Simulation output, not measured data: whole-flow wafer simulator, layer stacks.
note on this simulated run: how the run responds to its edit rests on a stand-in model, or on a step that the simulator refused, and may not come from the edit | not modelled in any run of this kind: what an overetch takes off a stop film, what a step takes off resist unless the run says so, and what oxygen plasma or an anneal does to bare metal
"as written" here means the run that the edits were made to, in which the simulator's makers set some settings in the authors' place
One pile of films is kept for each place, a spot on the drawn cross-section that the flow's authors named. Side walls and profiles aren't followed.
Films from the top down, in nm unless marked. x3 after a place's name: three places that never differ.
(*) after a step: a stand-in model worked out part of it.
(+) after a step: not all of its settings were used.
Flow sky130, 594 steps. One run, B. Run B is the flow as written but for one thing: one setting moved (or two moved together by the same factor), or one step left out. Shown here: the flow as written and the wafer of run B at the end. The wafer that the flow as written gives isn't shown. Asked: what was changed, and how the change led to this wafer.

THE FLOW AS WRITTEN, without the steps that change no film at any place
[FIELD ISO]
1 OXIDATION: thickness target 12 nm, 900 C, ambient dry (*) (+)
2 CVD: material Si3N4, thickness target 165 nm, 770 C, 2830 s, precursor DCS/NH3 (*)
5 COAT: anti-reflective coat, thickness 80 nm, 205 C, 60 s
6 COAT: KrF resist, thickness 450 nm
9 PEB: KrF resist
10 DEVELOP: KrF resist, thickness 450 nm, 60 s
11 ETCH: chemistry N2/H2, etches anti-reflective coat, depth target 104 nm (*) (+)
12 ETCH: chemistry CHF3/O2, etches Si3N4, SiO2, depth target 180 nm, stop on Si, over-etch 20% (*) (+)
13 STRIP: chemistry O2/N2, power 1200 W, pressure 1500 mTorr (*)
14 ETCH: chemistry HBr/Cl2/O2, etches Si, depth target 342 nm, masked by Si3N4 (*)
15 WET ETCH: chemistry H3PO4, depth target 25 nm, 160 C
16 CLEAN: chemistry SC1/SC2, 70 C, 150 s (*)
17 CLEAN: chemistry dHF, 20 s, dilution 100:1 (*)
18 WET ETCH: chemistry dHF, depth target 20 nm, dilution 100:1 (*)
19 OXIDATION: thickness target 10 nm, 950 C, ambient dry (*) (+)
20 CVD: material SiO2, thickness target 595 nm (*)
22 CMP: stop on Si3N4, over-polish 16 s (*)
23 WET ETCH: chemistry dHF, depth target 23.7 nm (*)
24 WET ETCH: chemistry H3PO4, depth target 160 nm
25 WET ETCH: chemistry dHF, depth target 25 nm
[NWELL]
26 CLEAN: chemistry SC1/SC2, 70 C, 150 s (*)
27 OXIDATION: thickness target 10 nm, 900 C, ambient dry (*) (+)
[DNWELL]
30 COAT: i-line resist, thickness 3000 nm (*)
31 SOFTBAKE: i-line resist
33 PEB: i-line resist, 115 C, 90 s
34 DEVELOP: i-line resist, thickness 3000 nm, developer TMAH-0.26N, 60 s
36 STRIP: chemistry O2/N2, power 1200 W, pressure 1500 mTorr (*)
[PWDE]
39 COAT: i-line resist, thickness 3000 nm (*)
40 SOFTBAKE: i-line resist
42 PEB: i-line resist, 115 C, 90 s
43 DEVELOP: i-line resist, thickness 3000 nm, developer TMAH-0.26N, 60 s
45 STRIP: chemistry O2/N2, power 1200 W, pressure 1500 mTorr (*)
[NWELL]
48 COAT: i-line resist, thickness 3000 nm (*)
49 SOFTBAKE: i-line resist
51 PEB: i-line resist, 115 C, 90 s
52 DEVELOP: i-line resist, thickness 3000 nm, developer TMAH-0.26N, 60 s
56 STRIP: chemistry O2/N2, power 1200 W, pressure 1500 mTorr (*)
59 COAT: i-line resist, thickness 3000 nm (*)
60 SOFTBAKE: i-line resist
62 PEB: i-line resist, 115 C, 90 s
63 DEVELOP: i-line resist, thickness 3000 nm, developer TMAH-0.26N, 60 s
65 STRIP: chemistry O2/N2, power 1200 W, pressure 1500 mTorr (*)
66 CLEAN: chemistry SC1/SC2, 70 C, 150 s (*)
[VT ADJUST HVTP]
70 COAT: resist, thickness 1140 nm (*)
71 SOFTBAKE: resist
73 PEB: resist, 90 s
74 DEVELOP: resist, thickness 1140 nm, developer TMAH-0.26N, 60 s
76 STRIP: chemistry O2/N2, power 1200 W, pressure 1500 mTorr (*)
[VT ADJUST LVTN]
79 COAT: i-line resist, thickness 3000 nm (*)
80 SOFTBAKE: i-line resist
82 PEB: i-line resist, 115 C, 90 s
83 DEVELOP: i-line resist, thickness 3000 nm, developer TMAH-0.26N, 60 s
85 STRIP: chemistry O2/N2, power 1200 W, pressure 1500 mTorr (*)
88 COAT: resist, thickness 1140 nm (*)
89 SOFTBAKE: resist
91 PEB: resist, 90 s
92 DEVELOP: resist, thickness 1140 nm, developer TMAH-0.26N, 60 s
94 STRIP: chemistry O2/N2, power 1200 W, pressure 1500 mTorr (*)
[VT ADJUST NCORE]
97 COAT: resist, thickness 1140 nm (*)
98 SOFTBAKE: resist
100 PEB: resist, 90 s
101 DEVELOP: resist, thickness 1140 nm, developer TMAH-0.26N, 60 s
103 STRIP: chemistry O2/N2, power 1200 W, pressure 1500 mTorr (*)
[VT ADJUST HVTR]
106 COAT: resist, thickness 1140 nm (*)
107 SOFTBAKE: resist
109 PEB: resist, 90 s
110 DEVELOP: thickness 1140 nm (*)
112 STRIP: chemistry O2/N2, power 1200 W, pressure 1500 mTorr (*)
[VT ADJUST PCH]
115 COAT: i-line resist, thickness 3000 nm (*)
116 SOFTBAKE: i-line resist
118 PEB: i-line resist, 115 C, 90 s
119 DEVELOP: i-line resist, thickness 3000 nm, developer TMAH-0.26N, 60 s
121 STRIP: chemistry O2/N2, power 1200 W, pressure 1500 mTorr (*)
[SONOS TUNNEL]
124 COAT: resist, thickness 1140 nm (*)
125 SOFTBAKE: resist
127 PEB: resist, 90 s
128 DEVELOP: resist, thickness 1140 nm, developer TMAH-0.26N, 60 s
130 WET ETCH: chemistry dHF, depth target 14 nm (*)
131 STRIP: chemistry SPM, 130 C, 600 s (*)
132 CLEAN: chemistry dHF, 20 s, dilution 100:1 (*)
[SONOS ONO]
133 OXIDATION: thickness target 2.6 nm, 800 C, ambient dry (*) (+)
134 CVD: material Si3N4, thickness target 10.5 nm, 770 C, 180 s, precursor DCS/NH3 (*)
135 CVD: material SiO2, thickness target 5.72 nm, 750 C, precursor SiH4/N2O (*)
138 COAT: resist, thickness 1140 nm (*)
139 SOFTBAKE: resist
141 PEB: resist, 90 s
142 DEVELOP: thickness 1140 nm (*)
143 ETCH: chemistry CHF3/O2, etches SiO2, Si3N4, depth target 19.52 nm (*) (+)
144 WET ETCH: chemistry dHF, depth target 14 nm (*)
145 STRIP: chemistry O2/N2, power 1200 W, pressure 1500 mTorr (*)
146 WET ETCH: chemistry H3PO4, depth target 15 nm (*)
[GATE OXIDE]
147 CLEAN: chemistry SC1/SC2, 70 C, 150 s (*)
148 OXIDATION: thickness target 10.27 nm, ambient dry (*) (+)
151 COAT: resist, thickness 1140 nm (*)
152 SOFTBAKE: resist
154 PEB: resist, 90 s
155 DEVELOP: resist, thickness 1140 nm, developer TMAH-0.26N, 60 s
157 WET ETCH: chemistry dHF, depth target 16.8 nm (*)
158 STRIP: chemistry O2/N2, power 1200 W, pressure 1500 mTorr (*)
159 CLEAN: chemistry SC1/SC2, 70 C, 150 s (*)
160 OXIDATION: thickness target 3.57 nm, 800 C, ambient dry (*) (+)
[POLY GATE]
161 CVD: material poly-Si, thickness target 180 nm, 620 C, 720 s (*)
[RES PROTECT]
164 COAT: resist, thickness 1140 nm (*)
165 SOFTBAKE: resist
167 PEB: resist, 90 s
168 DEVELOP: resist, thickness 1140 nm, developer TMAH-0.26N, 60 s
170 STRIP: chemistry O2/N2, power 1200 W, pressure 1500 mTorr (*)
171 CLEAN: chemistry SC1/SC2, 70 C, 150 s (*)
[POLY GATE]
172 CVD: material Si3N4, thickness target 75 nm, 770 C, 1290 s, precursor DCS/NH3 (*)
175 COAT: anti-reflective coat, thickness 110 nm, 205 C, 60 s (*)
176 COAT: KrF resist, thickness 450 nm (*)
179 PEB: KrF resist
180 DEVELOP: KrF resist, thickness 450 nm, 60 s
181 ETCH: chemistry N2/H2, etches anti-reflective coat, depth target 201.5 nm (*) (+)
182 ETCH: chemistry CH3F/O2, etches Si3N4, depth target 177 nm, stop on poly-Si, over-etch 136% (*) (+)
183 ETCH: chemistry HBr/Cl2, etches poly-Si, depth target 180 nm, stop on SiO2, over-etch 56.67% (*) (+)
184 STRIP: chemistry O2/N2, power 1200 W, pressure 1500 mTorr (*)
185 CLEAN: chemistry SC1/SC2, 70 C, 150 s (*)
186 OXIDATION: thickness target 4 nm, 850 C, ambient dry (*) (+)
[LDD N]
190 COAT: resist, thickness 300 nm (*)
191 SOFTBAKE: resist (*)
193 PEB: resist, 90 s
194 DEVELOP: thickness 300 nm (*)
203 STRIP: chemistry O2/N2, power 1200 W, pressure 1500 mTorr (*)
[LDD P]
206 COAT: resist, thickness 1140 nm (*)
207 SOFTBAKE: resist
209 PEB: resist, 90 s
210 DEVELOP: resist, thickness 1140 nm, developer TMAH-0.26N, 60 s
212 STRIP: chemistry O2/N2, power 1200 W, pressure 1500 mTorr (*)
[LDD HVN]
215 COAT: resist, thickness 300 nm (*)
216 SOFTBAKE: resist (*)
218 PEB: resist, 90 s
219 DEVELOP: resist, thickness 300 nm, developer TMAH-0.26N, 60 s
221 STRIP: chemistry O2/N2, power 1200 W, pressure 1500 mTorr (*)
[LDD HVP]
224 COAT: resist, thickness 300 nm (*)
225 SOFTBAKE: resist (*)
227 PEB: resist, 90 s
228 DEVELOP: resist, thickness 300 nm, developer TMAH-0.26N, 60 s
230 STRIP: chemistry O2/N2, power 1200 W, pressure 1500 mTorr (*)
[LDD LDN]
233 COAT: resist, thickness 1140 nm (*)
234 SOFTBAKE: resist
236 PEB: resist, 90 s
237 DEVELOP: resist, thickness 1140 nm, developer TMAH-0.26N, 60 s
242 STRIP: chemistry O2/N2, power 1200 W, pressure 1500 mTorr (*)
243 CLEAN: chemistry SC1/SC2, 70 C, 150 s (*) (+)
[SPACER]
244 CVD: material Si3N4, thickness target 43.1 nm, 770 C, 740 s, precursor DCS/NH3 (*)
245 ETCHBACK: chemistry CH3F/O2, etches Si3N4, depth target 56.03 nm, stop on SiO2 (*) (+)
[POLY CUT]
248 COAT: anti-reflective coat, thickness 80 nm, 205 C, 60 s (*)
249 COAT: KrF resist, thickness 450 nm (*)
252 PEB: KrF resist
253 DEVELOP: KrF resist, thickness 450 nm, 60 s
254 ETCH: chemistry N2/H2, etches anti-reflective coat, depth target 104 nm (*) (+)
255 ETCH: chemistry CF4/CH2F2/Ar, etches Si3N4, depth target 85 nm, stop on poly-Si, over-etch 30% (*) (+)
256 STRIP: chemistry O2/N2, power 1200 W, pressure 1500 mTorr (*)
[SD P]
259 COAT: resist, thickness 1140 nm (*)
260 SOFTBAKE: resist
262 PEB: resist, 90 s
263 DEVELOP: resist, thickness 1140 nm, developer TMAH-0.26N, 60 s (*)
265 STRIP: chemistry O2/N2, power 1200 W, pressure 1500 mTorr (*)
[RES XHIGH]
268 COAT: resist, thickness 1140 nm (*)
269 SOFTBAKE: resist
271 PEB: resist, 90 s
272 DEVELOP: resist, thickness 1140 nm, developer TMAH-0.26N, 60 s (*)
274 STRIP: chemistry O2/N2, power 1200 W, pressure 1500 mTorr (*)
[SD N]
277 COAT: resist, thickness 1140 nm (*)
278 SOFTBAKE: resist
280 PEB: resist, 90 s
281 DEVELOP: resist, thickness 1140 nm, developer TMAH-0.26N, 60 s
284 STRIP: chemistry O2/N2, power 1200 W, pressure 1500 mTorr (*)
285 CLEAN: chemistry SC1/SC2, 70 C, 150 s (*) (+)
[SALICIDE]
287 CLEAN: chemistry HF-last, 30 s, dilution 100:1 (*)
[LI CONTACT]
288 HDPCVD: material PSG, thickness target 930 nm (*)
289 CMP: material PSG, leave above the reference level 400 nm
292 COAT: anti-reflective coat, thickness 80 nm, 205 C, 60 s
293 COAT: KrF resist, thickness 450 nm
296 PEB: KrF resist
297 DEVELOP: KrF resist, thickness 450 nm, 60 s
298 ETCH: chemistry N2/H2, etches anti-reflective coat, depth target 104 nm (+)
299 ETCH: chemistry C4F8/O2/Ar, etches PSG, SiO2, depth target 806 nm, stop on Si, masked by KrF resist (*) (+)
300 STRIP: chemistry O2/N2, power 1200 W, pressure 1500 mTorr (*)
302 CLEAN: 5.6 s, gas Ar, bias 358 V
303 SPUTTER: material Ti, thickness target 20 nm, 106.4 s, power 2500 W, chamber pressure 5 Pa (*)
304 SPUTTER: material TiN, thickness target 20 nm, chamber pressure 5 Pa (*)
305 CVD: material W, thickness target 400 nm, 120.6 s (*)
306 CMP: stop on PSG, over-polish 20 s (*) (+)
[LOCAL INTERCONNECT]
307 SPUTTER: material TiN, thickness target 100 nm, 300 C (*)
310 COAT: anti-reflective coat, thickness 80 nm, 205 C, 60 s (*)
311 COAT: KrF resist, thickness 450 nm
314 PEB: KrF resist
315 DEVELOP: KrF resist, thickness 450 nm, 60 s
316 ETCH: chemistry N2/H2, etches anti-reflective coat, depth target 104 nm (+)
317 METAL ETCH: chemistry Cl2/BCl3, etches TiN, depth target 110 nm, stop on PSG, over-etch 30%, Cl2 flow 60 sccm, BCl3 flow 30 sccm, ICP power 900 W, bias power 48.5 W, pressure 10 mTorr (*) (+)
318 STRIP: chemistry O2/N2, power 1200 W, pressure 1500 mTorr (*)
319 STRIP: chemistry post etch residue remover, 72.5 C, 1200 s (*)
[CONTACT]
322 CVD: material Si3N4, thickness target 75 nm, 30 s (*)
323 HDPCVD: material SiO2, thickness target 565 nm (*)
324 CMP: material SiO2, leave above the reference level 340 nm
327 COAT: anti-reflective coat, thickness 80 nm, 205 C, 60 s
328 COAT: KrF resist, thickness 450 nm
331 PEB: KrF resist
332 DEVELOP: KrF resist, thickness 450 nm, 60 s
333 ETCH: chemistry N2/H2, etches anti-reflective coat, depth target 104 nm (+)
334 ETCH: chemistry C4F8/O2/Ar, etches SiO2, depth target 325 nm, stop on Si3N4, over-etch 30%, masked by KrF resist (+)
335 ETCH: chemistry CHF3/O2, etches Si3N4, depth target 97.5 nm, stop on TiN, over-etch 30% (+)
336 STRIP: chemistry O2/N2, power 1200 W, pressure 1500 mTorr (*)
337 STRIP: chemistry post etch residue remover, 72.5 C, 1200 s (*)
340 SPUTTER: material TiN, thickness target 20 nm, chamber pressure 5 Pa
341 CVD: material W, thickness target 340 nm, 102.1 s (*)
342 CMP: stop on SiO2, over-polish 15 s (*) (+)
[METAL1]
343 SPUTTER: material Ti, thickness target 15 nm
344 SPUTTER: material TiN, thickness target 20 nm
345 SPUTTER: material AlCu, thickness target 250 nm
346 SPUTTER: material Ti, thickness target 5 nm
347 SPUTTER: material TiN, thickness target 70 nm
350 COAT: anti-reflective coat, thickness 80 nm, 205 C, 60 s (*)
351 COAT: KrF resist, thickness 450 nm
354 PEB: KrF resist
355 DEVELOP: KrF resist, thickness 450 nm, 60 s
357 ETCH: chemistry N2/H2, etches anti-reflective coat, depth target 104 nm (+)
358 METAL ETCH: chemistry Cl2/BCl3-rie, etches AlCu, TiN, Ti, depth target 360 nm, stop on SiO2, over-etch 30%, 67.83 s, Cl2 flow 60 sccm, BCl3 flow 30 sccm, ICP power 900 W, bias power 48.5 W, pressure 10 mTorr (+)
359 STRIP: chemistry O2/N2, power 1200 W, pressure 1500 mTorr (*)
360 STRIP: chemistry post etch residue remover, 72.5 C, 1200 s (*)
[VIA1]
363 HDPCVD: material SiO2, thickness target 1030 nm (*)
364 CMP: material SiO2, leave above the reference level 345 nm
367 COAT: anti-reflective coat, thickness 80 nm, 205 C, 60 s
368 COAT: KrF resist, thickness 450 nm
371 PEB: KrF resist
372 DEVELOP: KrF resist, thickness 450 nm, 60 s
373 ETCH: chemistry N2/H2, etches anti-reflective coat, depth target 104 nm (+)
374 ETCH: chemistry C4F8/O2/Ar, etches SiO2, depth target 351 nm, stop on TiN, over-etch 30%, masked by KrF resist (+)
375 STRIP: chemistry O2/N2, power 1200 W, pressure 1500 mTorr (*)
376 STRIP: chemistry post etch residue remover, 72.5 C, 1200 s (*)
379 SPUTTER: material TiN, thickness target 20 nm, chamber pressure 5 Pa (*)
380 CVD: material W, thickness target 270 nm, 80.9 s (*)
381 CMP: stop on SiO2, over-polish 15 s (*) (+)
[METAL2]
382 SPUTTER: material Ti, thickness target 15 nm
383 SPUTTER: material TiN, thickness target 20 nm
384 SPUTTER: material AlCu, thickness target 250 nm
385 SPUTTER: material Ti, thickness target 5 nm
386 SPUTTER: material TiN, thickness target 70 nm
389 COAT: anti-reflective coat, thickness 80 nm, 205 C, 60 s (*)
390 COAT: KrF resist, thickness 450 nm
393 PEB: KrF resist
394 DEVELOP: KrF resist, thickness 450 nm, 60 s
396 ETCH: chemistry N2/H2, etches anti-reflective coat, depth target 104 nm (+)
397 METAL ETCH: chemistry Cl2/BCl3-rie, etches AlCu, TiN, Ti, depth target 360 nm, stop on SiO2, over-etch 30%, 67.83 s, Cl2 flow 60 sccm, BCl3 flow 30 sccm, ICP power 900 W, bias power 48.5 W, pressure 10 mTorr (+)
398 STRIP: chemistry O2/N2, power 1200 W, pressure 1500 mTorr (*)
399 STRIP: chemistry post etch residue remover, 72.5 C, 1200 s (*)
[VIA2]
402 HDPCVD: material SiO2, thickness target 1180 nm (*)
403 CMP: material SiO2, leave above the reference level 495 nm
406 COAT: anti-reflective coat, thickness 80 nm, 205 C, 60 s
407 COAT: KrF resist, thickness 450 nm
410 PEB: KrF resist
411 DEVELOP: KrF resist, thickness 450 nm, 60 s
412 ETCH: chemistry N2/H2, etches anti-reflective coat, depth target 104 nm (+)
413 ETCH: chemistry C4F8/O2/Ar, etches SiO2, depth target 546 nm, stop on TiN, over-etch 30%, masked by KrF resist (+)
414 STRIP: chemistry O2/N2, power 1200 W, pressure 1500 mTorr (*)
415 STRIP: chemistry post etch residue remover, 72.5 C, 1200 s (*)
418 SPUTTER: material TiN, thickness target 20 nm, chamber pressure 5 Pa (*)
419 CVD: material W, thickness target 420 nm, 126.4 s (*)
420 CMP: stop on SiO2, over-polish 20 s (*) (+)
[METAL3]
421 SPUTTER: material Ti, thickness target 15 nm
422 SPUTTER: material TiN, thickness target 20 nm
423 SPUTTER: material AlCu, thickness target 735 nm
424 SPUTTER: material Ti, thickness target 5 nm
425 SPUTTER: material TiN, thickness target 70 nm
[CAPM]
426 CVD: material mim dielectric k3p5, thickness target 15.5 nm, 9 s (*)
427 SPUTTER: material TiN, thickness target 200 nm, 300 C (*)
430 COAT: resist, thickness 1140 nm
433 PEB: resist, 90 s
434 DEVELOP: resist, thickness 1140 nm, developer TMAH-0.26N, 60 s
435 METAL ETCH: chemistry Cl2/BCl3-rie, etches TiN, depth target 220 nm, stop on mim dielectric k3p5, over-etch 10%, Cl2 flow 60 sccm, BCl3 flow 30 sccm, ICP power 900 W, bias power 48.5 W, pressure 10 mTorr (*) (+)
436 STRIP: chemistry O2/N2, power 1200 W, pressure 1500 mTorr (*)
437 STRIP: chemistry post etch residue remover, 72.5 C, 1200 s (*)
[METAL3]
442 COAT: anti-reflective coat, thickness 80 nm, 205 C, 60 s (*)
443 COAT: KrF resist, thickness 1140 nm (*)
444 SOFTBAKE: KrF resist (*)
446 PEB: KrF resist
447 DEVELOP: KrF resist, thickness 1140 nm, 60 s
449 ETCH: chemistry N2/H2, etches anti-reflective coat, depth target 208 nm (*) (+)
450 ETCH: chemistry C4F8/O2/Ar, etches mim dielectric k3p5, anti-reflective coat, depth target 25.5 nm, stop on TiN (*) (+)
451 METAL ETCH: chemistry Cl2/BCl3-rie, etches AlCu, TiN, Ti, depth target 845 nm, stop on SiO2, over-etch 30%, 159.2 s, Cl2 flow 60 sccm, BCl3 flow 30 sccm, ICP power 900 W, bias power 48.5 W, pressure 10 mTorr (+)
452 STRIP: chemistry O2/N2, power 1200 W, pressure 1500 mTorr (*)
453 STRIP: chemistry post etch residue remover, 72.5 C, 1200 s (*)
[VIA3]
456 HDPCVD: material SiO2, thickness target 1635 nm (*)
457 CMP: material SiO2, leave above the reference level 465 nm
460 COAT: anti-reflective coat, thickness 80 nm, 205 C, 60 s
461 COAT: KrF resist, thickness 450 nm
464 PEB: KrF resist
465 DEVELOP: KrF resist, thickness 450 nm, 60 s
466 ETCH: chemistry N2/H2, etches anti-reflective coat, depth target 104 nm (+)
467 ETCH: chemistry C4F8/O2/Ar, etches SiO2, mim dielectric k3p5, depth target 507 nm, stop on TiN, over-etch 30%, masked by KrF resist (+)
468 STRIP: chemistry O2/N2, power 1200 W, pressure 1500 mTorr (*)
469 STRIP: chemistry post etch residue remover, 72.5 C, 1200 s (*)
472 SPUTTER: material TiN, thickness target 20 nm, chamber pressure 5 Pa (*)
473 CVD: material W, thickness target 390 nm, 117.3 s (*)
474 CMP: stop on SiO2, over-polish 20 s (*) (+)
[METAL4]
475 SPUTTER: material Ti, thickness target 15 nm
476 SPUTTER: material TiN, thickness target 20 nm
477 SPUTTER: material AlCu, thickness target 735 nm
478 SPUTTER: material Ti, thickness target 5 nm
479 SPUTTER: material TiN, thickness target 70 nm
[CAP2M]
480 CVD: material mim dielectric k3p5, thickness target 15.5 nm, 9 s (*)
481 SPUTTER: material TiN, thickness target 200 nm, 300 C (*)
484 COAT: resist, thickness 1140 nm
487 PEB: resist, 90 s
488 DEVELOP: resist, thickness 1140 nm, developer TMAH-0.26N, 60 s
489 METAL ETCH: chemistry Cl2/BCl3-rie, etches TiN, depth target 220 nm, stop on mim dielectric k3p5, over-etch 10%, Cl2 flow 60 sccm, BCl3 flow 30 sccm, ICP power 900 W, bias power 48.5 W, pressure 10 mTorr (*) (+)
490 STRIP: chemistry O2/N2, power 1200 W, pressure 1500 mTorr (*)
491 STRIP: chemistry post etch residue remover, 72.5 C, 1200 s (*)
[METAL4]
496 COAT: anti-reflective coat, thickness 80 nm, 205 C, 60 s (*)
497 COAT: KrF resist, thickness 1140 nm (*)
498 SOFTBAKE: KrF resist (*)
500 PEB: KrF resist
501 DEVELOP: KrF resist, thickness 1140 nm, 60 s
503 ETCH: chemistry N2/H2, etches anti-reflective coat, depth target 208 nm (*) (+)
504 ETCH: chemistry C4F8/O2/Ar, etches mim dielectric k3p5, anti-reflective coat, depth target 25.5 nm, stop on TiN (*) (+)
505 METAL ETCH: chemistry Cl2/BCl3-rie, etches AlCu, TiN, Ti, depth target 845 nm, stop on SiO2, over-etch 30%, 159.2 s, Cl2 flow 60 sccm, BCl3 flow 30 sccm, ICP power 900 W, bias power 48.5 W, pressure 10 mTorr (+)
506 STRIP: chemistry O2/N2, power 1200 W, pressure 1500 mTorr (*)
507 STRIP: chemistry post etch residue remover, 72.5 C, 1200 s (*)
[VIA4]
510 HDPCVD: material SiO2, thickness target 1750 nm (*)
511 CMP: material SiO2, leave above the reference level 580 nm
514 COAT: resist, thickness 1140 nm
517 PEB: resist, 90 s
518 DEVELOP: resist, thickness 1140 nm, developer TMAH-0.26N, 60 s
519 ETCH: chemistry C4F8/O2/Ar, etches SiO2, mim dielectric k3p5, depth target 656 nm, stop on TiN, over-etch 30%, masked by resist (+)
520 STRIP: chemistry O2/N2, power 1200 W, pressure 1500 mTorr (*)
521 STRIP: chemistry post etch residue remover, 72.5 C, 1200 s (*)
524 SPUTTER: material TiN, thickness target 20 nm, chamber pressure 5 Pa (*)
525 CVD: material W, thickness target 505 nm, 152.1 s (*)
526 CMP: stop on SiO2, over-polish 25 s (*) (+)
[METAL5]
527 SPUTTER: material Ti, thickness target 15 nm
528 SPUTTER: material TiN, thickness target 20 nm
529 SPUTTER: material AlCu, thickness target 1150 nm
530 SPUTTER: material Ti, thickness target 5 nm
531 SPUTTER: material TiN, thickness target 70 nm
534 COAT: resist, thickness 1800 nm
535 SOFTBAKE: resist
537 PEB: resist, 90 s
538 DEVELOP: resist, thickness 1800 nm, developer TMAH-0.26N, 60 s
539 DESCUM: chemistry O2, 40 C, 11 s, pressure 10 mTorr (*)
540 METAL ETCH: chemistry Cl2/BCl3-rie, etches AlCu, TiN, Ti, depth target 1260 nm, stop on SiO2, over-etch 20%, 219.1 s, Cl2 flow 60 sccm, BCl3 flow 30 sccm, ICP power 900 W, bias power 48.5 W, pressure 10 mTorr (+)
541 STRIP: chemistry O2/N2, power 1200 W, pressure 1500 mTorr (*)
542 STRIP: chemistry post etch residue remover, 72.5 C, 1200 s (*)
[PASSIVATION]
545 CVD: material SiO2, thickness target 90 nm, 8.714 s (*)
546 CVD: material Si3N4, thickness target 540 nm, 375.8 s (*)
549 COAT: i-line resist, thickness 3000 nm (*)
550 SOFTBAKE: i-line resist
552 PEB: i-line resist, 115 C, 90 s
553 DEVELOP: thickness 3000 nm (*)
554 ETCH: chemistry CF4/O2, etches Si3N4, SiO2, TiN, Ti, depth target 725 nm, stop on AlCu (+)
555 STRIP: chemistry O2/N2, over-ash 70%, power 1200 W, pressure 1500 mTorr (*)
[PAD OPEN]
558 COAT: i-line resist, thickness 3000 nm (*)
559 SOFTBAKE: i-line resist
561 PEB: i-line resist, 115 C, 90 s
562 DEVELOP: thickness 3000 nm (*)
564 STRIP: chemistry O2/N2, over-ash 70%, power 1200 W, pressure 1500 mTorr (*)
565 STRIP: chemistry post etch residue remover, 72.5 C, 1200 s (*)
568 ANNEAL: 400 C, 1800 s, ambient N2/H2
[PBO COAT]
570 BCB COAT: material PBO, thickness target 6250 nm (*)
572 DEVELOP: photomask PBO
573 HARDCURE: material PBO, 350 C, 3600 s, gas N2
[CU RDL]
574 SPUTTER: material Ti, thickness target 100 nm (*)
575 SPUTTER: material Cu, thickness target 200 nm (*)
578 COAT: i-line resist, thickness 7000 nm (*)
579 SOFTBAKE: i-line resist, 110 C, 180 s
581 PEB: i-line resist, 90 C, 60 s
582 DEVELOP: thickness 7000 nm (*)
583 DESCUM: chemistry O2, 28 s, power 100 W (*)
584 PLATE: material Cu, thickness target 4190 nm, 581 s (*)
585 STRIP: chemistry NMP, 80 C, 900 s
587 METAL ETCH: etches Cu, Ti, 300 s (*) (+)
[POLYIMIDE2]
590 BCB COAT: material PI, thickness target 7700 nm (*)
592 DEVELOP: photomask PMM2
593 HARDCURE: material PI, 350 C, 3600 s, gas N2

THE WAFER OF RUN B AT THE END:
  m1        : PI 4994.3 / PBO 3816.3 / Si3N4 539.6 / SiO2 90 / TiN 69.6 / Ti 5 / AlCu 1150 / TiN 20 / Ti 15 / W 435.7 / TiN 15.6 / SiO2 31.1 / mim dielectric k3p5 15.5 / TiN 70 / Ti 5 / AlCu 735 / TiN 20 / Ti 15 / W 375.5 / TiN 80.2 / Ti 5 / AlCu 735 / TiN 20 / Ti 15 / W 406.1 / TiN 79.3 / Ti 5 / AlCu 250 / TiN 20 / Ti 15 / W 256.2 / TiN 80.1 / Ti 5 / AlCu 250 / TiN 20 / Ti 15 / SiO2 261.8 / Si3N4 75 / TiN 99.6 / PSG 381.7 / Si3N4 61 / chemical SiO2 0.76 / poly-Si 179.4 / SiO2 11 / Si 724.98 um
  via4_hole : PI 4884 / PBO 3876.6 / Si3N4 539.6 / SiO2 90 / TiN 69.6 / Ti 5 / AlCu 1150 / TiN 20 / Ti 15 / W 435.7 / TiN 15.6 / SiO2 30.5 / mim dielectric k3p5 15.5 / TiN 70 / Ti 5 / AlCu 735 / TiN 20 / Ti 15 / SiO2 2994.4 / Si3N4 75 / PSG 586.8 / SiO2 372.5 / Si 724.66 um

The cause: step 519, ETCH: depth target 459 nm was run, where the flow has depth target 656 nm.

How the change led to this, step by step:
  519 ETCH: chemistry C4F8/O2/Ar, etches SiO2, mim dielectric k3p5, depth target 656 nm, stop on TiN, over-etch 30%, masked by resist (+)
      m1: SiO2 -459 (as written it would be: SiO2 -490.1 (all of it), mim dielectric k3p5 -15.5 (all of it))
      via4_hole: SiO2 -459 (as written it would be: SiO2 -489.5 (all of it), mim dielectric k3p5 -15.5 (all of it))
      (and at 191 more places)
  520 STRIP: chemistry O2/N2, power 1200 W, pressure 1500 mTorr (*)
      field, active, n_well and 188 more: resist -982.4 (all of it) (as written it would be: resist -943 (all of it))
  524 SPUTTER: material TiN, thickness target 20 nm, chamber pressure 5 Pa (*)
      m1, via4_hole: TiN +15.6 (new film) (as written it would be: TiN +15.3)
  525 CVD: material W, thickness target 505 nm, 152.1 s (*)
      m1: W +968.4 (new film) (as written it would be: W +1015.8 (new film))
      via4_hole: W +968.4 (new film) (as written it would be: W +1015.2 (new film))
Counting metal films that touch as one body, m1 has 3 bodies (between them, from the top down: SiO2 31.1 / mim dielectric k3p5 15.5; SiO2 261.8 / Si3N4 75); the flow as written gives 2 bodies (between them, from the top down: SiO2 261.8 / Si3N4 75).
Counting metal films that touch as one body, via4_hole has 2 bodies (between them, from the top down: SiO2 30.5 / mim dielectric k3p5 15.5); the flow as written gives 1 body.
